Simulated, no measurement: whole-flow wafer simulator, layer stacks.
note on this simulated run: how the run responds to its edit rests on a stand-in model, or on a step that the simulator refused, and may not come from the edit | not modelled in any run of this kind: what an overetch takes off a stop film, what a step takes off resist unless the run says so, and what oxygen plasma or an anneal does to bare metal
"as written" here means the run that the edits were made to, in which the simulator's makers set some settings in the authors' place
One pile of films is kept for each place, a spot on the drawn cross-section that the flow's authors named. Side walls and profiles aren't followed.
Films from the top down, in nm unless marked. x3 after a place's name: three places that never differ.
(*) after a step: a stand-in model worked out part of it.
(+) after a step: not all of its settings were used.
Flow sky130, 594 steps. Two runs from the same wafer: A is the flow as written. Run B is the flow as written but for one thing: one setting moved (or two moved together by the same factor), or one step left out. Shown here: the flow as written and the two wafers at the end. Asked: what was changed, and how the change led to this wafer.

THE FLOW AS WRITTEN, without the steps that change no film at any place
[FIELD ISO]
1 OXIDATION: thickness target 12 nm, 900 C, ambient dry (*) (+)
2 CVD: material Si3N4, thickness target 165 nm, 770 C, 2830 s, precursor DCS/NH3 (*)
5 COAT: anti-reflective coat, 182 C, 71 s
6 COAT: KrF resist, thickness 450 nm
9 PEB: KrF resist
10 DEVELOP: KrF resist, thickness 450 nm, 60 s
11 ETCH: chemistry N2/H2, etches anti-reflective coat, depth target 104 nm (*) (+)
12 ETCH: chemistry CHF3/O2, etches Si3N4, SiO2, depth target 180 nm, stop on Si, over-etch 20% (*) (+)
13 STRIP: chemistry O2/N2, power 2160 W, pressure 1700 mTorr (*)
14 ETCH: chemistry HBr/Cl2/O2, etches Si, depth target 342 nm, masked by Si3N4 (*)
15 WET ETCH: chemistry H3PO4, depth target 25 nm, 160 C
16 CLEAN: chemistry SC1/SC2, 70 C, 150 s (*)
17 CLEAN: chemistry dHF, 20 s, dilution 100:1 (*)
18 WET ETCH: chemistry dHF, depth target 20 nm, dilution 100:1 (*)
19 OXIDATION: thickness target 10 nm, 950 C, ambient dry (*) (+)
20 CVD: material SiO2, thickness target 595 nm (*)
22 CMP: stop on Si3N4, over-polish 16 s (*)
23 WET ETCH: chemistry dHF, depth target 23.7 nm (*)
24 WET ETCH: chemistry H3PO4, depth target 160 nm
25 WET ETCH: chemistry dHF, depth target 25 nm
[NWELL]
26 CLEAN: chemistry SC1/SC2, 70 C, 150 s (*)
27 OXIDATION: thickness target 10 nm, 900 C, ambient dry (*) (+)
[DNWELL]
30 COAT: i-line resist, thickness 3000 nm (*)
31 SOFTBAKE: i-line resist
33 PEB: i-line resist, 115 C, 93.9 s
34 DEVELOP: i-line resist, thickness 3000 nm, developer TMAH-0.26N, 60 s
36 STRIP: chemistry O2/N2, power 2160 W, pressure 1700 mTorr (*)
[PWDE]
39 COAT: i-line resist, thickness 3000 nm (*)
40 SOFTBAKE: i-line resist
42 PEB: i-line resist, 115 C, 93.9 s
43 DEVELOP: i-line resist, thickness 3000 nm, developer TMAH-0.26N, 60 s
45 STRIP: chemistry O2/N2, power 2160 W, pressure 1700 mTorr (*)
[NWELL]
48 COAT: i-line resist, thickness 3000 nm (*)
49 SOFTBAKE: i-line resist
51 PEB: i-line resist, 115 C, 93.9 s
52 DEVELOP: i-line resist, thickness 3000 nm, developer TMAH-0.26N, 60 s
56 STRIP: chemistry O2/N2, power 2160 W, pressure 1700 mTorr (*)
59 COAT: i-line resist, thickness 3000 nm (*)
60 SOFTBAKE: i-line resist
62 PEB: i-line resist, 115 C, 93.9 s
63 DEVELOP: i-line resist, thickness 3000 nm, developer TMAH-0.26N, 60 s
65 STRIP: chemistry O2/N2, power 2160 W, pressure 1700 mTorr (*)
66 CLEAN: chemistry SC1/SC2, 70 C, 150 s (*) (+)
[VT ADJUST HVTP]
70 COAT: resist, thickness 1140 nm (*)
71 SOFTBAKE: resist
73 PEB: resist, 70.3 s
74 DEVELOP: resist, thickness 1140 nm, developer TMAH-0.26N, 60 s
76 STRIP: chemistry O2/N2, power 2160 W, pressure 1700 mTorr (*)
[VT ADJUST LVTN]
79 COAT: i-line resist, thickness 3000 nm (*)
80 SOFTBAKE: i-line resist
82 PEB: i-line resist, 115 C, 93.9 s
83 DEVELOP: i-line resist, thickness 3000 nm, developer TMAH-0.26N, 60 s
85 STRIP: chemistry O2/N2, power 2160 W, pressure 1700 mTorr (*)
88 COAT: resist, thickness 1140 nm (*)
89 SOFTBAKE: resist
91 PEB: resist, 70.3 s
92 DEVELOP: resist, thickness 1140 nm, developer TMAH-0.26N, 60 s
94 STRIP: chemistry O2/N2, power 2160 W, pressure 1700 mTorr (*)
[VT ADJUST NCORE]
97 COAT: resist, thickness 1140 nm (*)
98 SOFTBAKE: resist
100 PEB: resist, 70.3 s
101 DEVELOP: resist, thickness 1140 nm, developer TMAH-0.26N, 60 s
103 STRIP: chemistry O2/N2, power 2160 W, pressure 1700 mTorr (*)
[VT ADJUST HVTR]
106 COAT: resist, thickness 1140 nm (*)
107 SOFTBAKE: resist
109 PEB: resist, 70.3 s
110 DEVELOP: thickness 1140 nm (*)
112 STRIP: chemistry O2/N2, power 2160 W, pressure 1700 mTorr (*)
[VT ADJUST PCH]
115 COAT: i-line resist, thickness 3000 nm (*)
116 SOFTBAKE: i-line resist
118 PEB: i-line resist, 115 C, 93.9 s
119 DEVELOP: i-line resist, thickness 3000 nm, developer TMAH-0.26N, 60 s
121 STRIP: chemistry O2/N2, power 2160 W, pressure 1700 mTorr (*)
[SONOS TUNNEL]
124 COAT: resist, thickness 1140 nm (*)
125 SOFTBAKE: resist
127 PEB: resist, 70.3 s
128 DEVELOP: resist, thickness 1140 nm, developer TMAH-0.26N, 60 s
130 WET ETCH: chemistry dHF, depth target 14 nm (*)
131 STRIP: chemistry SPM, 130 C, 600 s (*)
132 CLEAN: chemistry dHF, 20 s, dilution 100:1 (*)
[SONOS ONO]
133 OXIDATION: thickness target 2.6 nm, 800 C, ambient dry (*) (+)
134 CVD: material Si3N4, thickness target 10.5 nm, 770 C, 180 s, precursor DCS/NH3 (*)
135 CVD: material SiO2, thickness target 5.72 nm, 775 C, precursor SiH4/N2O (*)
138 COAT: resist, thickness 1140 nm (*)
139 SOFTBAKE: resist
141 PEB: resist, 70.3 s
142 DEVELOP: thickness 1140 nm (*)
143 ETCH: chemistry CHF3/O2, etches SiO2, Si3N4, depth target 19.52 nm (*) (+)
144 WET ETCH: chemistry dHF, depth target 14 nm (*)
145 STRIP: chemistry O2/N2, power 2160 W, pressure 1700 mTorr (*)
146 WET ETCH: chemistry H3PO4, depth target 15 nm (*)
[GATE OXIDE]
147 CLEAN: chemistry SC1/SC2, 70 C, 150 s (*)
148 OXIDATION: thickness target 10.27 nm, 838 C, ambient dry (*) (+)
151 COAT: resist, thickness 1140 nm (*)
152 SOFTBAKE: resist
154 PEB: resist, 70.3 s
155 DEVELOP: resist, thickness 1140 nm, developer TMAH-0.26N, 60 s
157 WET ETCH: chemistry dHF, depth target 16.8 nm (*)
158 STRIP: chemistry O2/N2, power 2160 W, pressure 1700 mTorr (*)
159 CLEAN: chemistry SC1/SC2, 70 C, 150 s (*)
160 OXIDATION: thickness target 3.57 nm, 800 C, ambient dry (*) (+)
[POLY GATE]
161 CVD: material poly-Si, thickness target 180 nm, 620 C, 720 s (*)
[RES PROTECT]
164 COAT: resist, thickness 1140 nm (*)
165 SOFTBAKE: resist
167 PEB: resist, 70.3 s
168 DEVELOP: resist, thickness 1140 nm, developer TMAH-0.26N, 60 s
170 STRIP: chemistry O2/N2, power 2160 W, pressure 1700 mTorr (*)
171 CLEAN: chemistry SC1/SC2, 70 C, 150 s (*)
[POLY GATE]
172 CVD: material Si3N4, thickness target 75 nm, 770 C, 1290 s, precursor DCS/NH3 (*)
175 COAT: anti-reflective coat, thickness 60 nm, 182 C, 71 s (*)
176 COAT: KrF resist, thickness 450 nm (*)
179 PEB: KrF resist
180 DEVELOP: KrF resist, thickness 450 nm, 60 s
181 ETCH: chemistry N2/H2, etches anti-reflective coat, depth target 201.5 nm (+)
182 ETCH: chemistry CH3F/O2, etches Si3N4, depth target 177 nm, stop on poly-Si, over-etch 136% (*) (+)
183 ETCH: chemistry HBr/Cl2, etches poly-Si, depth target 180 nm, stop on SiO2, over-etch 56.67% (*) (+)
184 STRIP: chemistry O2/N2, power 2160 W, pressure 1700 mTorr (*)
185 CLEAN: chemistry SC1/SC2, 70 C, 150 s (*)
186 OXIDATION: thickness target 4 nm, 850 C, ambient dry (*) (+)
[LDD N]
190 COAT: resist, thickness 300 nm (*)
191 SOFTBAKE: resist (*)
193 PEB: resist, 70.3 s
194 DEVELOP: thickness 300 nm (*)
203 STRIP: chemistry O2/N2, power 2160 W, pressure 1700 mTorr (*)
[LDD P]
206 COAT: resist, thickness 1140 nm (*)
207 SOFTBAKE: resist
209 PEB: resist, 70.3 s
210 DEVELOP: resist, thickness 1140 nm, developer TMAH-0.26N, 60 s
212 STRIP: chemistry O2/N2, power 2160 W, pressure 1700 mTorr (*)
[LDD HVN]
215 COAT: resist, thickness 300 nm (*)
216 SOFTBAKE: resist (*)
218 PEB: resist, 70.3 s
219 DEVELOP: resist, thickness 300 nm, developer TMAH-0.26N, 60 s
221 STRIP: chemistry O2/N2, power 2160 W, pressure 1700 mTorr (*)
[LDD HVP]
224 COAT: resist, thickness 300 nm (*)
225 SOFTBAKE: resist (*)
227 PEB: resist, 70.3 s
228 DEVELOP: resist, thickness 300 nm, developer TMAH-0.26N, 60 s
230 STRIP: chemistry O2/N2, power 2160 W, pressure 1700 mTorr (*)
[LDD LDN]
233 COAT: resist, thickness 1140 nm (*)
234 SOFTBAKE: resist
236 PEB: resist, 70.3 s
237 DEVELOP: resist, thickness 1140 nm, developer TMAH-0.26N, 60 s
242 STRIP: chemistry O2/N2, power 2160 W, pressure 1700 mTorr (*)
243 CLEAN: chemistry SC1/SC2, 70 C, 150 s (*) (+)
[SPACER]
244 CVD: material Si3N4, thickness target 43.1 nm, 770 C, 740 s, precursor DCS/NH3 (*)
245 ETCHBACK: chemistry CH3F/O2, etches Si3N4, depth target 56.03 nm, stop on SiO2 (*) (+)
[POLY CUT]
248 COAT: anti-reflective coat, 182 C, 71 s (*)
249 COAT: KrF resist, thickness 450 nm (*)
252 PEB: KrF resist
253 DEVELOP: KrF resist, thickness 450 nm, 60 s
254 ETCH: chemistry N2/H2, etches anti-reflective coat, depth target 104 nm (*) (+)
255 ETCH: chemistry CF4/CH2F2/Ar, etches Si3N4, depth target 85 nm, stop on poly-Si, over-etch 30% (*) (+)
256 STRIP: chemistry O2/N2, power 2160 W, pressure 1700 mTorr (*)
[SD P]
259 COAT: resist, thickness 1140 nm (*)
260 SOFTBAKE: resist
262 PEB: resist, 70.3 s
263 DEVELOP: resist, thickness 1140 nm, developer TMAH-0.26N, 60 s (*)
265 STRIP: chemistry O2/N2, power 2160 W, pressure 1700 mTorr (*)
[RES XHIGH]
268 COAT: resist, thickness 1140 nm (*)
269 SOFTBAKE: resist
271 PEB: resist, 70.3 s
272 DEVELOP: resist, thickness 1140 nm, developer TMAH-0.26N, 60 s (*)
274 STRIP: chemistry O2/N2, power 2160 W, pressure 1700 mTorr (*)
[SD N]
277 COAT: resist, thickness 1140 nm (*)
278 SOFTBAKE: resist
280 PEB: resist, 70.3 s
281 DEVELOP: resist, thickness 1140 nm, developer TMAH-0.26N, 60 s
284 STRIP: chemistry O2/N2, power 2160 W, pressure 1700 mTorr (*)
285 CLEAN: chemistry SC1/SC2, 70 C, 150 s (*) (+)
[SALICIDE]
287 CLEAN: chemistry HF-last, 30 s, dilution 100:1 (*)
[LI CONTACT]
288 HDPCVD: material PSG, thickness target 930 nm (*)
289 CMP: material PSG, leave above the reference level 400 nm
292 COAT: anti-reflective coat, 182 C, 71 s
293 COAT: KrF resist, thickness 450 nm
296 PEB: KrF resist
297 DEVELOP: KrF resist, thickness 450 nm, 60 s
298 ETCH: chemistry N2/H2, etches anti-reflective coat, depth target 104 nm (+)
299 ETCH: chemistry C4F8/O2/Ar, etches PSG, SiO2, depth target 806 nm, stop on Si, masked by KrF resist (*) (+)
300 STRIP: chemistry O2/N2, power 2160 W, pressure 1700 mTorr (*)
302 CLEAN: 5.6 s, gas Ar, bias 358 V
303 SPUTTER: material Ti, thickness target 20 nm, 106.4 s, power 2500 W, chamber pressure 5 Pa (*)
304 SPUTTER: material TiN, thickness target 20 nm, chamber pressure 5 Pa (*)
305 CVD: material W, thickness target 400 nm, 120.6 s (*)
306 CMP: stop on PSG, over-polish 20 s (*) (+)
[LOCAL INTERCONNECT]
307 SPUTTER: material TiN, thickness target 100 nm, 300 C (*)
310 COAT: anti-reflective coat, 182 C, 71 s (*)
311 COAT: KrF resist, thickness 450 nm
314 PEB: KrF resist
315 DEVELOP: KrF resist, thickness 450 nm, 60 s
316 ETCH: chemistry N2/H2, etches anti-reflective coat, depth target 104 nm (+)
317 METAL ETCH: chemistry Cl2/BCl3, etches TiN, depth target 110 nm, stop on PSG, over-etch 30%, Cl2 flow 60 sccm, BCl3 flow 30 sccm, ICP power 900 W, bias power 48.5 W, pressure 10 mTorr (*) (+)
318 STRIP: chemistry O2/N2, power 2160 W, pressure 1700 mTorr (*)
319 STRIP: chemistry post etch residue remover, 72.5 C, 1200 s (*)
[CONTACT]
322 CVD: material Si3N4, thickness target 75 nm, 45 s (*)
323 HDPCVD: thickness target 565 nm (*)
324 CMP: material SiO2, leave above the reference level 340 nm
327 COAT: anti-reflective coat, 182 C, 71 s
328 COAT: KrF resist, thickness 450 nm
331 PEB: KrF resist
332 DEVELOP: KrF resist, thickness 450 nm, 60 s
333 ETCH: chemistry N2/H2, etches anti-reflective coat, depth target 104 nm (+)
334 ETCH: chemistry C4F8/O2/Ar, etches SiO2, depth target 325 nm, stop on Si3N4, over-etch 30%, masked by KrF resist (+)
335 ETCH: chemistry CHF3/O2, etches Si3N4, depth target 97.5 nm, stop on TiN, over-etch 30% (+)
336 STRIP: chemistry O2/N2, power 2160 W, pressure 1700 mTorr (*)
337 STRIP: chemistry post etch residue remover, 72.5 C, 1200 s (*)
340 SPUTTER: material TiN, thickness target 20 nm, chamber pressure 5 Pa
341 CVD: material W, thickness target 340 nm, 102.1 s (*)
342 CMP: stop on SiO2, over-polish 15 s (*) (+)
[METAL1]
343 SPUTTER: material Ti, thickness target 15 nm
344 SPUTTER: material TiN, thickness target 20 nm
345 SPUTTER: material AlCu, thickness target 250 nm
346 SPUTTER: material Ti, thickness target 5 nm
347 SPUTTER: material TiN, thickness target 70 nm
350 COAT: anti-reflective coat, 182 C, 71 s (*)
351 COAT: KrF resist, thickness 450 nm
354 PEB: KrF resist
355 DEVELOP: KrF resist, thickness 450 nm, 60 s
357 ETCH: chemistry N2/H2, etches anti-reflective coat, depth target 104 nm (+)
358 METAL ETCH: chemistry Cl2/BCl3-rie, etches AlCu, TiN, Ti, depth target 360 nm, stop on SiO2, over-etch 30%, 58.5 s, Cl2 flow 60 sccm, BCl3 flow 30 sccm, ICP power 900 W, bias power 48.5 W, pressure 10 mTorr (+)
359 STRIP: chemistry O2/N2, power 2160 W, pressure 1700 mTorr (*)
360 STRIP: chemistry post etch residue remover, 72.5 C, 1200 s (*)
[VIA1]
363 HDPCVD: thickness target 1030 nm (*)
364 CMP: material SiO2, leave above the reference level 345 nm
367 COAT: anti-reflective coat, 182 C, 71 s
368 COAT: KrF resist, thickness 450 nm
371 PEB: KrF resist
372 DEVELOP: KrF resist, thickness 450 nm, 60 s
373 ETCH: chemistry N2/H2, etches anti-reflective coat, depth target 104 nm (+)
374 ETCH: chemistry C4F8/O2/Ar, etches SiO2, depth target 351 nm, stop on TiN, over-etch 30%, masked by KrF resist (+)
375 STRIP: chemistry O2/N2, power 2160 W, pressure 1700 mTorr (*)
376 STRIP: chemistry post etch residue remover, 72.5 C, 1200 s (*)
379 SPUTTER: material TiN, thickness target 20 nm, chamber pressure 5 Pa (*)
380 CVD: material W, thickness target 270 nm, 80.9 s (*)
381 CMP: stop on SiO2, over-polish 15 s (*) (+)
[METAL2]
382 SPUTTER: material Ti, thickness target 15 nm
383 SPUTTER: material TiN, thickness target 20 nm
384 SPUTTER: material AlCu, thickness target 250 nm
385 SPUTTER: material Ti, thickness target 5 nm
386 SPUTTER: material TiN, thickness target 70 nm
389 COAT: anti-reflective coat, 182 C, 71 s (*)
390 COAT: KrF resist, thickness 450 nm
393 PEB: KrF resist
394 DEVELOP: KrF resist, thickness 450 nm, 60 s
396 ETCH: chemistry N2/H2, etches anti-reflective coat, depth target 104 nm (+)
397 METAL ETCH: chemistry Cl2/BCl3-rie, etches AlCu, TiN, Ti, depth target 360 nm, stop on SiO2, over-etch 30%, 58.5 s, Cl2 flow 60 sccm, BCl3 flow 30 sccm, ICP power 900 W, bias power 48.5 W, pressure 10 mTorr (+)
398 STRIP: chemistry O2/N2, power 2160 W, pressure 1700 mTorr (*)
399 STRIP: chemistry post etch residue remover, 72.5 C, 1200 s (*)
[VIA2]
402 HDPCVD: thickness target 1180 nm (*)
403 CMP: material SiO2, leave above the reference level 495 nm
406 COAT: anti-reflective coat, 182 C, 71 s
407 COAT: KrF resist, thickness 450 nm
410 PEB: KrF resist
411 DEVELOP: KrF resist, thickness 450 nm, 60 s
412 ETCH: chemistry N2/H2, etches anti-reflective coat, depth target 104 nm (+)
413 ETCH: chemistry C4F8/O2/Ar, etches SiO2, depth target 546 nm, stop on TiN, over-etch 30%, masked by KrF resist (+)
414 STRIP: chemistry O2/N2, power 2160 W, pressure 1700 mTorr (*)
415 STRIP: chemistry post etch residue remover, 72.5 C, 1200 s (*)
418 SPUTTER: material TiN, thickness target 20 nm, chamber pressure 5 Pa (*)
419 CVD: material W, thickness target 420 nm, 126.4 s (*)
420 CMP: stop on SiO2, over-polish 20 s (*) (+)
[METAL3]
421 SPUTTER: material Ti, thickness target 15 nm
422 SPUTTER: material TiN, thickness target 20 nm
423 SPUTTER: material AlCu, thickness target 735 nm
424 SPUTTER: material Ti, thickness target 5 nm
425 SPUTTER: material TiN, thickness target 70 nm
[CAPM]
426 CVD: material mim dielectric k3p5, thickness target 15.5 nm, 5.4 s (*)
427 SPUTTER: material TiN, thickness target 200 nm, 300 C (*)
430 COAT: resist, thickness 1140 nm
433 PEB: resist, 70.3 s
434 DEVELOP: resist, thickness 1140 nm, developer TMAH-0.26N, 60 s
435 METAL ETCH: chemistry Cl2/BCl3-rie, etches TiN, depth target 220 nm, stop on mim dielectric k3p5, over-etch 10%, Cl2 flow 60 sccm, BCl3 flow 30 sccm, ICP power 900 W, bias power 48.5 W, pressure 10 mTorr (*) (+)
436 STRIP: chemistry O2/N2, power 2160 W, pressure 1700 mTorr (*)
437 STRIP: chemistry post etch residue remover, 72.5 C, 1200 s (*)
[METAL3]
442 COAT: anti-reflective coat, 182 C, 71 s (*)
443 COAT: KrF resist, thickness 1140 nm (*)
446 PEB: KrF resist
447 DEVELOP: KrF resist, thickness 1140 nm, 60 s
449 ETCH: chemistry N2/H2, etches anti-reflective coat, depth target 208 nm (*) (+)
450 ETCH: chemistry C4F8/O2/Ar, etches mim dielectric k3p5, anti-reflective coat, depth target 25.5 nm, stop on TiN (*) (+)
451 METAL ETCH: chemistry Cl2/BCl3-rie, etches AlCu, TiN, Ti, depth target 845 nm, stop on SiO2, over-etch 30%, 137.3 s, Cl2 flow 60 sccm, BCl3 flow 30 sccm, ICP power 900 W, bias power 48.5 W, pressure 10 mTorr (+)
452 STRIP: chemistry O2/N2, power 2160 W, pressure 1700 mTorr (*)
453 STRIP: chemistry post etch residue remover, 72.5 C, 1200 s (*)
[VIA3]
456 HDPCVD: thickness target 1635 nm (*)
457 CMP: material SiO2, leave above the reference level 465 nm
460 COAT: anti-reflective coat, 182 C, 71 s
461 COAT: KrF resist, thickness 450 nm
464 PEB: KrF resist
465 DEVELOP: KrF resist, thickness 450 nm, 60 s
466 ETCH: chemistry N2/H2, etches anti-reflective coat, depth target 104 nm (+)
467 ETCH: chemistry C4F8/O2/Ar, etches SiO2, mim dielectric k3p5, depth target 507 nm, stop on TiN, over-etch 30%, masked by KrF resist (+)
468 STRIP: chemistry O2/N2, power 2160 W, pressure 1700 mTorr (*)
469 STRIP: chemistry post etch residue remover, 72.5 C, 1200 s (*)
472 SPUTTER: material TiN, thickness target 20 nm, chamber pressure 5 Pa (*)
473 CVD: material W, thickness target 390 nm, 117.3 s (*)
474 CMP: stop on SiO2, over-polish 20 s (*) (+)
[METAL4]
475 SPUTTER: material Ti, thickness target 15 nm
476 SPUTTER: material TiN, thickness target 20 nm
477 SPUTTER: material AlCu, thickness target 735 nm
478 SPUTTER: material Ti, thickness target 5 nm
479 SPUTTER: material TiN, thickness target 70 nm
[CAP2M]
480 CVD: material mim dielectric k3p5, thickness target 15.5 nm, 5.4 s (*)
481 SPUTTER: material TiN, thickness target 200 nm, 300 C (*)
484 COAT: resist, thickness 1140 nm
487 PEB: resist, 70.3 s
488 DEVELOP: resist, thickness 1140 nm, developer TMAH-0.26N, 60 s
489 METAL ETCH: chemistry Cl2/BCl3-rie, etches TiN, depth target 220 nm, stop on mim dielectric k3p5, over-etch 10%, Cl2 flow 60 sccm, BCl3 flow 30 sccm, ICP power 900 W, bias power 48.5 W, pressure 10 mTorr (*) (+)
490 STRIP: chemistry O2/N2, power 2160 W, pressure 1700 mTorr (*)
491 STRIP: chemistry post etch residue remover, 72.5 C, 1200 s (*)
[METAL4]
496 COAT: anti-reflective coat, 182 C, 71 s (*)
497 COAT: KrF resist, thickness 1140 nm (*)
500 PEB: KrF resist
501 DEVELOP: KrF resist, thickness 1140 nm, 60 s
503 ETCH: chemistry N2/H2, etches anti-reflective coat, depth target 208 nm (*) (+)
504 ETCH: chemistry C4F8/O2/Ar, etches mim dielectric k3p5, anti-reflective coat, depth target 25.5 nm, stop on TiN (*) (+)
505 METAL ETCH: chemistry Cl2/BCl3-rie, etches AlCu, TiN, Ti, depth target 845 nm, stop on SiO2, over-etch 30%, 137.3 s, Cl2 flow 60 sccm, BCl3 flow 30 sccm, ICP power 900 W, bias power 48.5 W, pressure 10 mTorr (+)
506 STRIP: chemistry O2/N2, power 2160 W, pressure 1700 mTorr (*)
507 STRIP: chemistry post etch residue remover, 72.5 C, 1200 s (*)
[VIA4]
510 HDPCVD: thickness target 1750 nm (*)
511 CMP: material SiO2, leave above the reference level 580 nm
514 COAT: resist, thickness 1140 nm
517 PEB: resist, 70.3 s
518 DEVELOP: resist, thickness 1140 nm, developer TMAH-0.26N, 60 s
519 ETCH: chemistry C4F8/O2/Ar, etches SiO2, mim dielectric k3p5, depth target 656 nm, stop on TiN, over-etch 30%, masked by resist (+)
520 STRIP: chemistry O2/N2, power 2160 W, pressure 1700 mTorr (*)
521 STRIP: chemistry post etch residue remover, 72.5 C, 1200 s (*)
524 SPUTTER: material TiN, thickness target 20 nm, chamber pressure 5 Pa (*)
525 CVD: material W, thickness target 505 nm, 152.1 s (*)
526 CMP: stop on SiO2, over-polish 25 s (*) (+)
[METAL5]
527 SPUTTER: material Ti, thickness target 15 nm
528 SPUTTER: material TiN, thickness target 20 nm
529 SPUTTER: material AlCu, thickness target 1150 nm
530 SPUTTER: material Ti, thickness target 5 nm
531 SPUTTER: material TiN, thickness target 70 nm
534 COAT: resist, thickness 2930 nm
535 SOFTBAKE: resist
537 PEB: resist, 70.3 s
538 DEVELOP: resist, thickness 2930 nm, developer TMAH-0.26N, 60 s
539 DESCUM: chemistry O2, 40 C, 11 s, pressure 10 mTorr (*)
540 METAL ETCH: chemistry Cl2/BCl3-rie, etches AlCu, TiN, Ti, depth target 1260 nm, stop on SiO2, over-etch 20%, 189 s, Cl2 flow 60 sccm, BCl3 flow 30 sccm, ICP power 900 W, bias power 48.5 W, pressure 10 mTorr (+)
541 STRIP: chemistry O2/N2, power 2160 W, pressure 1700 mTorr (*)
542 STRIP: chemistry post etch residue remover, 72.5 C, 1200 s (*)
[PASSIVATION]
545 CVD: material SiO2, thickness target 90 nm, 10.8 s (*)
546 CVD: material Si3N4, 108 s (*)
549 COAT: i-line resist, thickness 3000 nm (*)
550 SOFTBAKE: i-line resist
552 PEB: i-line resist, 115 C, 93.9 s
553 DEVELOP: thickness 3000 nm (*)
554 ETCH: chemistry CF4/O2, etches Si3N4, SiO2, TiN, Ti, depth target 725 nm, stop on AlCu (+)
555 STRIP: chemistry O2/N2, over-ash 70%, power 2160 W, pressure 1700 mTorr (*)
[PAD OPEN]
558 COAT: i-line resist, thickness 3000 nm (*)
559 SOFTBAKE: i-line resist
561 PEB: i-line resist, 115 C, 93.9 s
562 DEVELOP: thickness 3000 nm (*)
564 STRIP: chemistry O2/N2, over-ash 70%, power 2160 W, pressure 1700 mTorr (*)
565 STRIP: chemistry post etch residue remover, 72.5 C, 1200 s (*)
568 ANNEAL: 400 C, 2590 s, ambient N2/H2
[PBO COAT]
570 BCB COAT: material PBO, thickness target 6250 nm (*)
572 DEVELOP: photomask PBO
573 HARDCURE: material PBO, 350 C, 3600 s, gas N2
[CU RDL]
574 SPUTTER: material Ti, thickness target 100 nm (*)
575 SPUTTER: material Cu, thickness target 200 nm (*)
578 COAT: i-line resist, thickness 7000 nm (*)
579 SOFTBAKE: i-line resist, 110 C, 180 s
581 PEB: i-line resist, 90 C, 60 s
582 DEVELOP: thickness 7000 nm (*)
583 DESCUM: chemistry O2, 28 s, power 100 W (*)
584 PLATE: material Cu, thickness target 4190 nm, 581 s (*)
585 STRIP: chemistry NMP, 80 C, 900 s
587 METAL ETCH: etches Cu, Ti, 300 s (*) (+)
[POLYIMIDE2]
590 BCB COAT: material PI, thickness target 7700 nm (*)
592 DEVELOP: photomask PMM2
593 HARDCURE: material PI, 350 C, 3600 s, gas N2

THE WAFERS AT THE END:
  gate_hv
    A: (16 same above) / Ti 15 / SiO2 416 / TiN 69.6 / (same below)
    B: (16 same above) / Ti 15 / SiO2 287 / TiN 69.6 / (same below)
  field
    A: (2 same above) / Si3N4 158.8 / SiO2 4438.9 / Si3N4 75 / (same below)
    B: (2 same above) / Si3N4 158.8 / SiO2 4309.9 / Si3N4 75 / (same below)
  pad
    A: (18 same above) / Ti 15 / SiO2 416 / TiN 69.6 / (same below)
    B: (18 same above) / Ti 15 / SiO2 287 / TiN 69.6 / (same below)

The cause: step 403, CMP: leave above the reference level 366 nm was run, where the flow has leave above the reference level 495 nm.

How the change led to this, step by step:
  403 CMP: material SiO2, leave above the reference level 495 nm
      n_well, p_well, gate_hv and 101 more: A SiO2 -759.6 | B SiO2 -888.6
      field, active, gate and 82 more: A SiO2 -389.1 | B SiO2 -518.1
      (and at 2 more places)
  413 ETCH: chemistry C4F8/O2/Ar, etches SiO2, depth target 546 nm, stop on TiN, over-etch 30%, masked by KrF resist (+)
      field, active, n_well and 186 more: A KrF resist -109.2 | B KrF resist -75.7
      m1: A SiO2 -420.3 (all of it) | B SiO2 -291.3 (all of it)
      (and at 1 more place)
  414 STRIP: chemistry O2/N2, power 2160 W, pressure 1700 mTorr (*)
      field, active, n_well and 186 more: A KrF resist -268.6 (all of it), anti-reflective coat -80 (all of it) | B KrF resist -302.1 (all of it), anti-reflective coat -80 (all of it)
  418 SPUTTER: material TiN, thickness target 20 nm, chamber pressure 5 Pa (*)
      m1, via2_hole: A TiN +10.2 | B TiN +12
  419 CVD: material W, thickness target 420 nm, 126.4 s (*)
      m1: A W +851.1 (new film) | B W +720.3 (new film)
      via2_hole: A W +850.7 (new film) | B W +719.9 (new film)
